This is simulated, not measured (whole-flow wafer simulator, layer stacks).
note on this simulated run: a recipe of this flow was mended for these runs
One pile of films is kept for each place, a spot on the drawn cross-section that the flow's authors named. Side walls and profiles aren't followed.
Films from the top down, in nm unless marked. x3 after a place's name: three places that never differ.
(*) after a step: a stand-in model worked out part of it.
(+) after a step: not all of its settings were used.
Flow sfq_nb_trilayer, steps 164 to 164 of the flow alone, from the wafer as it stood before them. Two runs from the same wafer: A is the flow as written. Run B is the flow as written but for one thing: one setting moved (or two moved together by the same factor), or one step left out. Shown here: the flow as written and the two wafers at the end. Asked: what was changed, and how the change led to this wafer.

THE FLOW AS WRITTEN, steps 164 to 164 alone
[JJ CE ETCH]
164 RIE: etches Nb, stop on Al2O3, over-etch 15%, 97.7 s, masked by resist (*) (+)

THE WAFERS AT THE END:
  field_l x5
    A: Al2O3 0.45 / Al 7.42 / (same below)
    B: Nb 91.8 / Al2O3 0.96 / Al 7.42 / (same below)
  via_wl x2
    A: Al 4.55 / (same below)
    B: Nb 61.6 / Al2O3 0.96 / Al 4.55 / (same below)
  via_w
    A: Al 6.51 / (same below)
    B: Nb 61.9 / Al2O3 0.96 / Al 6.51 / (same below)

The cause: step 164, RIE: 39.1 s was run, where the flow has 97.7 s.

How the change led to this, step by step:
  164 RIE: etches Nb, stop on Al2O3, over-etch 15%, 97.7 s, masked by resist (*) (+)
      field_l x5, v_sur x17, via_v and 76 more: A Nb -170 (all of it), Al2O3 -0.51 | B Nb -78.2
      via_wl x2: A Nb -139.9 (all of it), Al2O3 -0.96 (all of it) | B Nb -78.2
      (and at 5 more places)
Counting metal films that touch as one body, field_l x5 has 4 bodies (between them, from the top down: Al2O3 0.96; SiO2 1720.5; SiO2 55); the flow as written gives 3 bodies (between them, from the top down: SiO2 1720.5; SiO2 55).
Counting metal films that touch as one body, via_wl x2 has 6 bodies (between them, from the top down: Al2O3 0.96; SiO2 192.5; SiO2 192.5; SiO2 192.5; SiO2 192.5); the flow as written gives 5 bodies (between them, from the top down: SiO2 192.5; SiO2 192.5; SiO2 192.5; SiO2 192.5).
Counting metal films that touch as one body, via_w has 4 bodies (between them, from the top down: Al2O3 0.96; SiO2 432; SiO2 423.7); the flow as written gives 3 bodies (between them, from the top down: SiO2 432; SiO2 423.7).
